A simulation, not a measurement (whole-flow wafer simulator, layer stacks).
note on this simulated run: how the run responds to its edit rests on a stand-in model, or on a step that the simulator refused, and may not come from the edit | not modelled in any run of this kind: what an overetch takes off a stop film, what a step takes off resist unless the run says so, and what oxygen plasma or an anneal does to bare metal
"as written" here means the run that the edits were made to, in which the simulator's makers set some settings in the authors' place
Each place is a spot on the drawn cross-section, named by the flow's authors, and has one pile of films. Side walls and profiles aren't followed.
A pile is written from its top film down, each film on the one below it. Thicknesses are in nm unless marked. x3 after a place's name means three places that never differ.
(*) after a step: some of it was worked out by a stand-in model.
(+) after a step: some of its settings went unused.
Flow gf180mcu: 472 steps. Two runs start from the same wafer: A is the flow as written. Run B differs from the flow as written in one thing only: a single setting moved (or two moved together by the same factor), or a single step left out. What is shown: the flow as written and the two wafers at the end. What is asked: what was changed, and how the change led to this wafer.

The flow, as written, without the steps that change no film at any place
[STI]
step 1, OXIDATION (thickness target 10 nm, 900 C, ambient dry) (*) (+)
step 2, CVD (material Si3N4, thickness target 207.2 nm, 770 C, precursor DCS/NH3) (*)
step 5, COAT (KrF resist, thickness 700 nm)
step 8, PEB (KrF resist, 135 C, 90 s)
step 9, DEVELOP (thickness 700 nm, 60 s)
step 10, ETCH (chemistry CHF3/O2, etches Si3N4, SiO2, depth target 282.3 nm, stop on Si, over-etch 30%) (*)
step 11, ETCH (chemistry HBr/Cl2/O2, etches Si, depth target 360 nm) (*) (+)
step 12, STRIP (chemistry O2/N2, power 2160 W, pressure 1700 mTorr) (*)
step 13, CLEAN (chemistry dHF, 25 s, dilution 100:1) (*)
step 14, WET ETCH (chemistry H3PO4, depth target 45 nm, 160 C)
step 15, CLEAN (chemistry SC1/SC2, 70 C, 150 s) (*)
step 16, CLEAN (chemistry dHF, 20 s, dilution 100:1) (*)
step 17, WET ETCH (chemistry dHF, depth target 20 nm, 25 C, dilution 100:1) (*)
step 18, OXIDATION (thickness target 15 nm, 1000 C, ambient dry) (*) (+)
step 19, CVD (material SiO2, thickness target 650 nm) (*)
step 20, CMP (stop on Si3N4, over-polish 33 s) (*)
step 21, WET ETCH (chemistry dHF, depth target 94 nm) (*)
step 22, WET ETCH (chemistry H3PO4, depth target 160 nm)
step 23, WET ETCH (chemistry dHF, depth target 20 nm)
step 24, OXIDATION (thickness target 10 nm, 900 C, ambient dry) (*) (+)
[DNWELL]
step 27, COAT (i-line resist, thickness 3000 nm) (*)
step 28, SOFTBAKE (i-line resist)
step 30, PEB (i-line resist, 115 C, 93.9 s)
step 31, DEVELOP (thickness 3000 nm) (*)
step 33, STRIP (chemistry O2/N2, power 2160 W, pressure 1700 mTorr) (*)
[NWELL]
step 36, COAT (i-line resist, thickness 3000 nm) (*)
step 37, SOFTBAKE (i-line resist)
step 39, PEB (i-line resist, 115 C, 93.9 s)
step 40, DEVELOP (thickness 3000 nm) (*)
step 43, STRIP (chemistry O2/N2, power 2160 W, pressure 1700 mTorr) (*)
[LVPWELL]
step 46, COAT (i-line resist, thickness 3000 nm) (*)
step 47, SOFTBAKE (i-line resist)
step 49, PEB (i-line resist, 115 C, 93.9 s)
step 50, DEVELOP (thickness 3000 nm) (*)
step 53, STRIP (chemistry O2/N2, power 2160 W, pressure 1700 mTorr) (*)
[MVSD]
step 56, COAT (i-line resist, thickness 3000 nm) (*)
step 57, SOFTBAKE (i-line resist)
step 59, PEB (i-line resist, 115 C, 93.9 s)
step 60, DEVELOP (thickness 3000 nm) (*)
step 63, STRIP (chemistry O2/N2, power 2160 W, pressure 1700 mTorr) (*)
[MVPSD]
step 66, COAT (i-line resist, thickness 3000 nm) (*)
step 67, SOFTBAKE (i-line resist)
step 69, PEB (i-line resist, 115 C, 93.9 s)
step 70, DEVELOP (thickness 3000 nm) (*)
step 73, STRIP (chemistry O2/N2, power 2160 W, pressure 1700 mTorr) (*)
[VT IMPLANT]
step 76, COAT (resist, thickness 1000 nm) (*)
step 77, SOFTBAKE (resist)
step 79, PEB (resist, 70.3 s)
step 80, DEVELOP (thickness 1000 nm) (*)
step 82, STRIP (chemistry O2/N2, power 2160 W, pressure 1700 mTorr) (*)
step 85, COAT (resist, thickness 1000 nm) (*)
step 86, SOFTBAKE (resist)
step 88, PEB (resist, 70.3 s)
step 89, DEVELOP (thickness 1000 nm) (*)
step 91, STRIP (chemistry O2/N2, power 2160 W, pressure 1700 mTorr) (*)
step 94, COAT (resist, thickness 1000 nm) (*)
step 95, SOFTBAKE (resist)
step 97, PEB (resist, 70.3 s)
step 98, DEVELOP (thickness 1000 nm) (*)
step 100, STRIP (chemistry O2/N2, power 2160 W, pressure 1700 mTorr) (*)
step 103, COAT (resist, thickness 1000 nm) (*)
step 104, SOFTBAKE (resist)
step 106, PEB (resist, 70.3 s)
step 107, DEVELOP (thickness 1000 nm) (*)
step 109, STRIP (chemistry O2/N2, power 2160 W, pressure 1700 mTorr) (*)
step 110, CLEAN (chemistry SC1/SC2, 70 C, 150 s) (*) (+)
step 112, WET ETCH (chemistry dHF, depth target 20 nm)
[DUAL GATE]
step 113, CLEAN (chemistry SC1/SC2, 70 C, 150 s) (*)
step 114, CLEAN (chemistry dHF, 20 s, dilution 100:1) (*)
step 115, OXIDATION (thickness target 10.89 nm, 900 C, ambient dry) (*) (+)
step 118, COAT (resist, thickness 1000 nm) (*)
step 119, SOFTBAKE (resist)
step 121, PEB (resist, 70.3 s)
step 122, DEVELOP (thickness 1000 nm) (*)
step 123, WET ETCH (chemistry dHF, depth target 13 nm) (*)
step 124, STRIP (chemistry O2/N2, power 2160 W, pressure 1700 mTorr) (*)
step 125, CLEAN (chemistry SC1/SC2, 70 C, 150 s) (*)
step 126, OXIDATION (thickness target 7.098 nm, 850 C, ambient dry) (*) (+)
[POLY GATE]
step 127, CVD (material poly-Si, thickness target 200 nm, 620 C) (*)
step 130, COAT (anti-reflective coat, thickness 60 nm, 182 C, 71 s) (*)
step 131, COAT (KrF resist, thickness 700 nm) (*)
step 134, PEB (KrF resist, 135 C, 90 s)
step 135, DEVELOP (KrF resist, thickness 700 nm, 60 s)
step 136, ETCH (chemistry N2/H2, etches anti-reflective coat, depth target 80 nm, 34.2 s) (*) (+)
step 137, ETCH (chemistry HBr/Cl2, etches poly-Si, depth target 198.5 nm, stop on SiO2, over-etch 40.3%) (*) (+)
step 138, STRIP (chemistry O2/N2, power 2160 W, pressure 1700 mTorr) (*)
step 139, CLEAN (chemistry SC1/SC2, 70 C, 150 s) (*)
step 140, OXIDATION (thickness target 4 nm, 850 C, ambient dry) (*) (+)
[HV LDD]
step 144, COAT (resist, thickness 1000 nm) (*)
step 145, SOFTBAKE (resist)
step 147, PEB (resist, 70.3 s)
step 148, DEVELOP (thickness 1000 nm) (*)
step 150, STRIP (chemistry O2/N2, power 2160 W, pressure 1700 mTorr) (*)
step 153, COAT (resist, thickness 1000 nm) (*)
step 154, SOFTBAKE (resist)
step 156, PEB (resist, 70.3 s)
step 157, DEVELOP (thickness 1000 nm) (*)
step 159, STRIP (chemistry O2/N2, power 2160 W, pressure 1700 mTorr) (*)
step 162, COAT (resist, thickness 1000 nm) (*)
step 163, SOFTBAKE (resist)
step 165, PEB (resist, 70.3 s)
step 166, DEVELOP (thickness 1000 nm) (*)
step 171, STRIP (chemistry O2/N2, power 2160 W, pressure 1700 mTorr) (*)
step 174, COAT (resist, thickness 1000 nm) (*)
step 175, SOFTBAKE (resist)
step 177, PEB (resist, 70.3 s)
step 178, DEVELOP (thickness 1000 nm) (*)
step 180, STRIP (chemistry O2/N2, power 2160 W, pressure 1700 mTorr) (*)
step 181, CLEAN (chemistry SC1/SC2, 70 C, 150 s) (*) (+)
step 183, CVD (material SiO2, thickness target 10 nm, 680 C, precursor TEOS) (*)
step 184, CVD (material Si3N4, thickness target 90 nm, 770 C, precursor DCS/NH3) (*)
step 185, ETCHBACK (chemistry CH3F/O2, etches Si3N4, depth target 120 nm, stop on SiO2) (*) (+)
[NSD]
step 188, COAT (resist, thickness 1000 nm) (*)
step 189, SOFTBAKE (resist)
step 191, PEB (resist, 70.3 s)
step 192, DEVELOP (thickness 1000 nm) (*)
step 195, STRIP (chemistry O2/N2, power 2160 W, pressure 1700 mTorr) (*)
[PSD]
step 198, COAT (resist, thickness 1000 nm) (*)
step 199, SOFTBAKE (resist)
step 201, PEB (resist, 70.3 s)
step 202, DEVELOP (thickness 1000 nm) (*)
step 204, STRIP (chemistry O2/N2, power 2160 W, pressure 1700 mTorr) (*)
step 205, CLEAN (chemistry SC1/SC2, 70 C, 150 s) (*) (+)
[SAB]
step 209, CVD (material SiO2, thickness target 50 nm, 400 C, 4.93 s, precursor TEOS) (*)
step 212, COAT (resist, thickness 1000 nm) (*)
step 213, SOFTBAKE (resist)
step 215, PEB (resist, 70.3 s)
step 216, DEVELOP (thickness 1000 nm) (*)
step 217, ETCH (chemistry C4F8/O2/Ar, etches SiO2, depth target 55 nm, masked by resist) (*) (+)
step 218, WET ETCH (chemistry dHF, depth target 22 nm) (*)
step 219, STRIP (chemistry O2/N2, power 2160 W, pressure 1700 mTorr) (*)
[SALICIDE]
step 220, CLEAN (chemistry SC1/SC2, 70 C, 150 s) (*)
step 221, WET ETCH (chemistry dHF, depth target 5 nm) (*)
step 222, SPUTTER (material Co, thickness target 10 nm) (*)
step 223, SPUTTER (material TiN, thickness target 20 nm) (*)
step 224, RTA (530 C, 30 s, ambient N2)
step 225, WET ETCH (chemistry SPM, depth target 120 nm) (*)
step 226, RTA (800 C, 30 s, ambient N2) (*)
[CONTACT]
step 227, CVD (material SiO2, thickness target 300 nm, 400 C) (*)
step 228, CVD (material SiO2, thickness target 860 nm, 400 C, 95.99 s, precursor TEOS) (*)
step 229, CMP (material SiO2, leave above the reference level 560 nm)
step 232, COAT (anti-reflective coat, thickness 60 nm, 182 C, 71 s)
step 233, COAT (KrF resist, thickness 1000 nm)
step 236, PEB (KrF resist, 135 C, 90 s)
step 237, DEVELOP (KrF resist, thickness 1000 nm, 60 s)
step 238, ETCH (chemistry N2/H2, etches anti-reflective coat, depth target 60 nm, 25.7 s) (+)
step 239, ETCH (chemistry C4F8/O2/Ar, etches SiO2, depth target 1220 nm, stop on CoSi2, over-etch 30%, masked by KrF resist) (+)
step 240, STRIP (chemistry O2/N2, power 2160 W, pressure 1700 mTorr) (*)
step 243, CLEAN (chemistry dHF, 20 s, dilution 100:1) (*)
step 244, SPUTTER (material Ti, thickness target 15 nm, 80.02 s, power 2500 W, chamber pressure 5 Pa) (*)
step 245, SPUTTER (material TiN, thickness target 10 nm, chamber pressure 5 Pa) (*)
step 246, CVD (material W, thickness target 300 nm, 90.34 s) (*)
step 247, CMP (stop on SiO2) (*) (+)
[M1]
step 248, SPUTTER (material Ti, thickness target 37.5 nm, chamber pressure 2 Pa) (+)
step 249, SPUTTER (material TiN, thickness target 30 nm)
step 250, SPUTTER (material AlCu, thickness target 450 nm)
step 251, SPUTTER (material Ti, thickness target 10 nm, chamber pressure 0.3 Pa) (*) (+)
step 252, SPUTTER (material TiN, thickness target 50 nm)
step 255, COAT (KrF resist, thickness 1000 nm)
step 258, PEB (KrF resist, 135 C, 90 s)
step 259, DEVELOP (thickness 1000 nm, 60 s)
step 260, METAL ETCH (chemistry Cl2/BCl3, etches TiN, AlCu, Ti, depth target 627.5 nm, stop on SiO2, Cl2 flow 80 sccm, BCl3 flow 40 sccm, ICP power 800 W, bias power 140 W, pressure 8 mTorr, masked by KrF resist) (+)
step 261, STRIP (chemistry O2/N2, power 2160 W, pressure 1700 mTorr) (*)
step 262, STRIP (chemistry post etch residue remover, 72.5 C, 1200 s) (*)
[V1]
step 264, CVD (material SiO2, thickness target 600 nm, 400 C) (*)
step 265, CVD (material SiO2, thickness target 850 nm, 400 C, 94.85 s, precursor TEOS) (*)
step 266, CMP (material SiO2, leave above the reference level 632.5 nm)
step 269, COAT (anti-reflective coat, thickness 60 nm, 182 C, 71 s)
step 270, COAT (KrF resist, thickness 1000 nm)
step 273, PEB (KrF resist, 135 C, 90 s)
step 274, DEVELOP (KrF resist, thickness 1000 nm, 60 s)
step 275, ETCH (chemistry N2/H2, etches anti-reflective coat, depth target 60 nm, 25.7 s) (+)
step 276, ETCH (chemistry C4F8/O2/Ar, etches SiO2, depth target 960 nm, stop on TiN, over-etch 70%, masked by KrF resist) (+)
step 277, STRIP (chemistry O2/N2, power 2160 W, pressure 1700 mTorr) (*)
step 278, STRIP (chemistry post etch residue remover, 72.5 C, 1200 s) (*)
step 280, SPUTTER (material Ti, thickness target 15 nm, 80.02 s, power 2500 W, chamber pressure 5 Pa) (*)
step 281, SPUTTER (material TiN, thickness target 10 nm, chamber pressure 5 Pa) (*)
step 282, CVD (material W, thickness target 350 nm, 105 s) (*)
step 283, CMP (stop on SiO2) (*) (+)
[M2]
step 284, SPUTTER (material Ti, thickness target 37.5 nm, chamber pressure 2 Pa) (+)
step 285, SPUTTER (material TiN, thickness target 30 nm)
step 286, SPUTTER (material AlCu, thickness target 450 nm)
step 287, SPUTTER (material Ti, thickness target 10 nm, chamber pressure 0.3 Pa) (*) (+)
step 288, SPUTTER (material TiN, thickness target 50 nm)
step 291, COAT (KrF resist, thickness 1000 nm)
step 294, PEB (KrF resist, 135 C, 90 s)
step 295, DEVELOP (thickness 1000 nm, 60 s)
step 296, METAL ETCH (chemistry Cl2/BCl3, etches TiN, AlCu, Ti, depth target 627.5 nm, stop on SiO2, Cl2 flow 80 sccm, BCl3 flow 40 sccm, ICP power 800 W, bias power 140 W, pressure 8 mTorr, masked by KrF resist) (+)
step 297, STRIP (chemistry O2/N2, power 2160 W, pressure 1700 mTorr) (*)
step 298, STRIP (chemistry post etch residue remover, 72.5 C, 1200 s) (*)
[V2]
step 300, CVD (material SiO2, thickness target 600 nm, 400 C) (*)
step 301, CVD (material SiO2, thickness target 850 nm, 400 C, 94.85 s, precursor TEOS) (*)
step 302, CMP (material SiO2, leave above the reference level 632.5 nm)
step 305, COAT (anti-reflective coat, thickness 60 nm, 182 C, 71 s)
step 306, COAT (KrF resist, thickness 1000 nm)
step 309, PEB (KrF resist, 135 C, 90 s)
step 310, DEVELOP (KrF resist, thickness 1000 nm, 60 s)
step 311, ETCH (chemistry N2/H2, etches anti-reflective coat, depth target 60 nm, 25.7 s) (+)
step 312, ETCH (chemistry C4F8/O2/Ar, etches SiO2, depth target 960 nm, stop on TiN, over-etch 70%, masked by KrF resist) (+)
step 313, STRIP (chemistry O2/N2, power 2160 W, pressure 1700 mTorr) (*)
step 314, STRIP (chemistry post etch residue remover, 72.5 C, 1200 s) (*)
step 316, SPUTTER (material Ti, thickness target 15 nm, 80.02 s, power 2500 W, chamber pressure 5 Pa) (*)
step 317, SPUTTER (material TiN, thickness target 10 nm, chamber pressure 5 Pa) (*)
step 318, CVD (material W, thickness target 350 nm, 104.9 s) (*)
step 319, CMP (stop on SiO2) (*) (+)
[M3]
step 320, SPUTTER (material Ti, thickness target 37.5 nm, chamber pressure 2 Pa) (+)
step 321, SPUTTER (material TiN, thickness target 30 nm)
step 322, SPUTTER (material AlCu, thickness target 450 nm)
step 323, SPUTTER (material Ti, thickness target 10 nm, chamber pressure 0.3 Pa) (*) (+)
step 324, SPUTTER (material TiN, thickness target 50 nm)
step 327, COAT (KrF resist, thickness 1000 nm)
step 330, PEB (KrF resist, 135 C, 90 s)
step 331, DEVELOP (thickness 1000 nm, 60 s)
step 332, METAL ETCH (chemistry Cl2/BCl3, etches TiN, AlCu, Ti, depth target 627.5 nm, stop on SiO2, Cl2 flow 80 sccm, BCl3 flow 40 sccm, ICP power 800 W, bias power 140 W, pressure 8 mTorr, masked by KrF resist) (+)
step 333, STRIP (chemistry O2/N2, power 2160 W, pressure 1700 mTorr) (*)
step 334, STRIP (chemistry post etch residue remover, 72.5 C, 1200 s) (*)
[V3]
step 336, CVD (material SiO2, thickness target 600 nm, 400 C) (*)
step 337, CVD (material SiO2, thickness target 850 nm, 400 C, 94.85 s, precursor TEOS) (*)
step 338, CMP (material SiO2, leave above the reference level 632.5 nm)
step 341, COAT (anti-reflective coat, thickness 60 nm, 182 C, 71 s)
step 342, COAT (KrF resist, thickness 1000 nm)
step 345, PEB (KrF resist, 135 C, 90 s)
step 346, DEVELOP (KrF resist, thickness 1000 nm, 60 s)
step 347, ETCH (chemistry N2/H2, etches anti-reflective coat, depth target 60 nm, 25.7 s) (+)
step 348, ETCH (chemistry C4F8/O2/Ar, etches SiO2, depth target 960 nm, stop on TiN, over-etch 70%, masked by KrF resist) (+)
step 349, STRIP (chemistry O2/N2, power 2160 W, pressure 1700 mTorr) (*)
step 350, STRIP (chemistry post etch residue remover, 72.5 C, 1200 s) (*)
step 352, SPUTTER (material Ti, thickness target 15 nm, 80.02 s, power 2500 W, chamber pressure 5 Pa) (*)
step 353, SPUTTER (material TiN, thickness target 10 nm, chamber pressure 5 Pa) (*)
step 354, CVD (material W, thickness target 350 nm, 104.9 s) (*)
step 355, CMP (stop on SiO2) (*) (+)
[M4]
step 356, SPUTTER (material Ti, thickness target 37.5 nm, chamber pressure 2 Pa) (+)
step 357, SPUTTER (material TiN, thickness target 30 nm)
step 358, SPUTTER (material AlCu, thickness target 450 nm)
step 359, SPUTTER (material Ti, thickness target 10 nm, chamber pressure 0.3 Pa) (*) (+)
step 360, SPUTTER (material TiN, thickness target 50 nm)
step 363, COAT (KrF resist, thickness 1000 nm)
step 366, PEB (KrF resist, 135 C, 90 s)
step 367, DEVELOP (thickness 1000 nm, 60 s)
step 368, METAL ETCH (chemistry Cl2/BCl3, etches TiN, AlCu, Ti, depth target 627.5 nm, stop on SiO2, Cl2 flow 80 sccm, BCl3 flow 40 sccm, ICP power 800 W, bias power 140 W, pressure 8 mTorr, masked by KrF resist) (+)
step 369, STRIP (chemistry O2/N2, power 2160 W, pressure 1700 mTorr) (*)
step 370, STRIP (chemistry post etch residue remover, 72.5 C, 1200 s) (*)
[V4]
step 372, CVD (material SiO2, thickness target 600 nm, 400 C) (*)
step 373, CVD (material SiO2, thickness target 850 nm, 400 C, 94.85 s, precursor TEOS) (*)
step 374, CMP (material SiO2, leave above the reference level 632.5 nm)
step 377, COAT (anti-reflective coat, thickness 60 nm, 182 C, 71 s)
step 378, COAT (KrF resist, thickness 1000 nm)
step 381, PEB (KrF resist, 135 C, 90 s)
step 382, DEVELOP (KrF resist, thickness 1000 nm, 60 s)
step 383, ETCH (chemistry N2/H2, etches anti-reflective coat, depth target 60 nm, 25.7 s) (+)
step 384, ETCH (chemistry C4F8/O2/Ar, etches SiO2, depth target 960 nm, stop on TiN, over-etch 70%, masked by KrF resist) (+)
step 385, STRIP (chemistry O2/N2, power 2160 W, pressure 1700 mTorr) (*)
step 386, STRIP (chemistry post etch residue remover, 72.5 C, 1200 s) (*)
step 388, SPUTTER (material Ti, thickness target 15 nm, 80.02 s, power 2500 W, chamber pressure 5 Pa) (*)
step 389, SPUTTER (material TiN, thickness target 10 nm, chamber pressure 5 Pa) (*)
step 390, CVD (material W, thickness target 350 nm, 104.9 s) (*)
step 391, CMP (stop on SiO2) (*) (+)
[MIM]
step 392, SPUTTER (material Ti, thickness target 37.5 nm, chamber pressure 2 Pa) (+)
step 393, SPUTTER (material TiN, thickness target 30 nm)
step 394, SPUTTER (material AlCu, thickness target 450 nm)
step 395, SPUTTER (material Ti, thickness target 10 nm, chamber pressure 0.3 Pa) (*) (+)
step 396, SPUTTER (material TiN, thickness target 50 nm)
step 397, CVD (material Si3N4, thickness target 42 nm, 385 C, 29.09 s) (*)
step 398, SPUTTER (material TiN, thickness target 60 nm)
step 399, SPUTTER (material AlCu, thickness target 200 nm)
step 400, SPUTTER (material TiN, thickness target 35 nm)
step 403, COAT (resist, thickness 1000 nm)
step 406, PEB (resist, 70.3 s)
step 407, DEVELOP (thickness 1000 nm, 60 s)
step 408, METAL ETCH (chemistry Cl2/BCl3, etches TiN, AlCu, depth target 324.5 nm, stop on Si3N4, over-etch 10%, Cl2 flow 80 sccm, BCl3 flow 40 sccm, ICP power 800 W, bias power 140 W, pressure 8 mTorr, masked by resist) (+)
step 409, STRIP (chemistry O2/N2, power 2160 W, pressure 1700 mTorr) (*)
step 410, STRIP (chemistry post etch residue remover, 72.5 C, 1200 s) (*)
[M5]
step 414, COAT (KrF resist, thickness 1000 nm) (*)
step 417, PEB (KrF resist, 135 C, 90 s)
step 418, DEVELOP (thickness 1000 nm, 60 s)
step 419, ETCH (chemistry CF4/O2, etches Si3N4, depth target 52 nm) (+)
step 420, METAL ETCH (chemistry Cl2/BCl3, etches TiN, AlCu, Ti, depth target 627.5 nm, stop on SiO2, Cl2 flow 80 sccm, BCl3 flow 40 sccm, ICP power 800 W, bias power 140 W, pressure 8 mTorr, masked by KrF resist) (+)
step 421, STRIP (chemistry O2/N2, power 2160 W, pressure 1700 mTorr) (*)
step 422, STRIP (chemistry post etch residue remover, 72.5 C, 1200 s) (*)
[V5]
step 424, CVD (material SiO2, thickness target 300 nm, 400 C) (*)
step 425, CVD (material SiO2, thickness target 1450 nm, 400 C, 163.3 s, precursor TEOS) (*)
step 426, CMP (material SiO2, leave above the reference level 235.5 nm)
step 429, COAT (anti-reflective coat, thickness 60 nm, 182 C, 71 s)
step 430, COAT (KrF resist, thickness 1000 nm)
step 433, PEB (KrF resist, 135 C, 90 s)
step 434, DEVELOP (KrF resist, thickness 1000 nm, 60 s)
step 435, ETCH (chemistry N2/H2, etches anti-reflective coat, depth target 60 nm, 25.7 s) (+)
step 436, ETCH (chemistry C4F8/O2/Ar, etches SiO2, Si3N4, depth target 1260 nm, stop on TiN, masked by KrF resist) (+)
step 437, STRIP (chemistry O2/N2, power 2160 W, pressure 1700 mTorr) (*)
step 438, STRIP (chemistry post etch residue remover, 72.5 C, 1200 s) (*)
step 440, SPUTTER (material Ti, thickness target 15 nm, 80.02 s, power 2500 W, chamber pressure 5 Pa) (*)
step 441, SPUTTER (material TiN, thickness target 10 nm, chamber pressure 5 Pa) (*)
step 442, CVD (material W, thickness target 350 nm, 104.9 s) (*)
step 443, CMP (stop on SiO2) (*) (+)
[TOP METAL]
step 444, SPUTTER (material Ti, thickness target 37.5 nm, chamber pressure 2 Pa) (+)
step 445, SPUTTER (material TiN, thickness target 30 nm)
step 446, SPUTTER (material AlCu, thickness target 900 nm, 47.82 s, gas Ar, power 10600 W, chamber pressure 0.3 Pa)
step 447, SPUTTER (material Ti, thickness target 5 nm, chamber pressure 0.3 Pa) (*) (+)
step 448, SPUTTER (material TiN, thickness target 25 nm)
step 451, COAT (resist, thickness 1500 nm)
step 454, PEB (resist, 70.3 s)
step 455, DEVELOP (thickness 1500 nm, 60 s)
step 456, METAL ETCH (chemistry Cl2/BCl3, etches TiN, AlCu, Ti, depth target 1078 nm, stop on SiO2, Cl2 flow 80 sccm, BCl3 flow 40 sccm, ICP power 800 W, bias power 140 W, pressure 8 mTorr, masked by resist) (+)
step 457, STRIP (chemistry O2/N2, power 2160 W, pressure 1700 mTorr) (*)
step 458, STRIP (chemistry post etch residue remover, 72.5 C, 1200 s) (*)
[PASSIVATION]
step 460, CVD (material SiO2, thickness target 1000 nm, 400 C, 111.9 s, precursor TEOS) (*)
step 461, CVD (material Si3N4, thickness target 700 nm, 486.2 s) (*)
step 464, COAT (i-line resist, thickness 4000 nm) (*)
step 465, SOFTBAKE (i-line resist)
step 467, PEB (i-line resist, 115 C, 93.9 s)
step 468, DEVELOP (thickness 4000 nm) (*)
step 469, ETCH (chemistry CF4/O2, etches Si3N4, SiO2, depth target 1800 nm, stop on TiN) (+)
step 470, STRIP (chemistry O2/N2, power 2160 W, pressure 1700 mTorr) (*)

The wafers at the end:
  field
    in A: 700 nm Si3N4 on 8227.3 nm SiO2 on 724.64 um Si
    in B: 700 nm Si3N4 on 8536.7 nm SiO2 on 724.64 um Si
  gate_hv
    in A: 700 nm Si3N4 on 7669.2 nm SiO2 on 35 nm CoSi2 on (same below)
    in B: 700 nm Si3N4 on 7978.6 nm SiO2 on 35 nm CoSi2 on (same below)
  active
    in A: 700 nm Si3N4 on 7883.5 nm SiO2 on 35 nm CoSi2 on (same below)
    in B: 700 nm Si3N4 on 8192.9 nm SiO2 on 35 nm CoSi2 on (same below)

Cause: step 338, CMP: leave above the reference level 942.4 nm was run, whereas the flow has leave above the reference level 632.5 nm.

The path from the change to this, step by step:
  step 338, CMP (material SiO2, leave above the reference level 632.5 nm)
      field, field__w1, field__w2 and 103 more: A -300 SiO2 | B nothing
      field__w8, contact, m1, m1__w1, m1_nw: A -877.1 SiO2 | B -567.2 SiO2
  step 341, COAT (anti-reflective coat, thickness 60 nm, 182 C, 71 s)
      field: A +60 anti-reflective coat (new film) | B +63.8 anti-reflective coat (new film)
      field__w8: A +60 anti-reflective coat (new film) | B +54.2 anti-reflective coat (new film)
      (as well as at 10 more places)
  step 347, ETCH (chemistry N2/H2, etches anti-reflective coat, depth target 60 nm, 25.7 s) (+)
      contact: A -60 anti-reflective coat (all of it), -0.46 SiO2 | B -54.1 anti-reflective coat (all of it), -0.61 SiO2
  step 348, ETCH (chemistry C4F8/O2/Ar, etches SiO2, depth target 960 nm, stop on TiN, over-etch 70%, masked by KrF resist) (+)
      contact: A -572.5 SiO2 (all of it) | B -882.2 SiO2 (all of it)
  step 349, STRIP (chemistry O2/N2, power 2160 W, pressure 1700 mTorr) (*)
      field: A -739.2 KrF resist (all of it), -60 anti-reflective coat (all of it) | B -737.1 KrF resist (all of it), -63.8 anti-reflective coat (all of it)
      field__w8: A -739.2 KrF resist (all of it), -60 anti-reflective coat (all of it) | B -738.3 KrF resist (all of it), -54.2 anti-reflective coat (all of it)
      (as well as at 9 more places)
  step 352, SPUTTER (material Ti, thickness target 15 nm, 80.02 s, power 2500 W, chamber pressure 5 Pa) (*)
      contact: A +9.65 Ti (new film) | B +8.11 Ti (new film)
  step 353, SPUTTER (material TiN, thickness target 10 nm, chamber pressure 5 Pa) (*)
      contact: A +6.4 TiN (new film) | B +5.38 TiN (new film)
  step 354, CVD (material W, thickness target 350 nm, 104.9 s) (*)
      contact: A +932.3 W (new film) | B +1234.8 W (new film)
  step 355, CMP (stop on SiO2) (*) (+)
      field__w8, m1, m1__w1, m1_nw: A -350 W (all of it), -10 TiN (all of it), -15 Ti (all of it), -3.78 SiO2 | B -350 W (all of it), -10 TiN (all of it), -15 Ti (all of it), -4.29 SiO2
  step 374, CMP (material SiO2, leave above the reference level 632.5 nm)
      field, field__w1, field__w2 and 103 more: A -300 SiO2 | B -290.6 SiO2
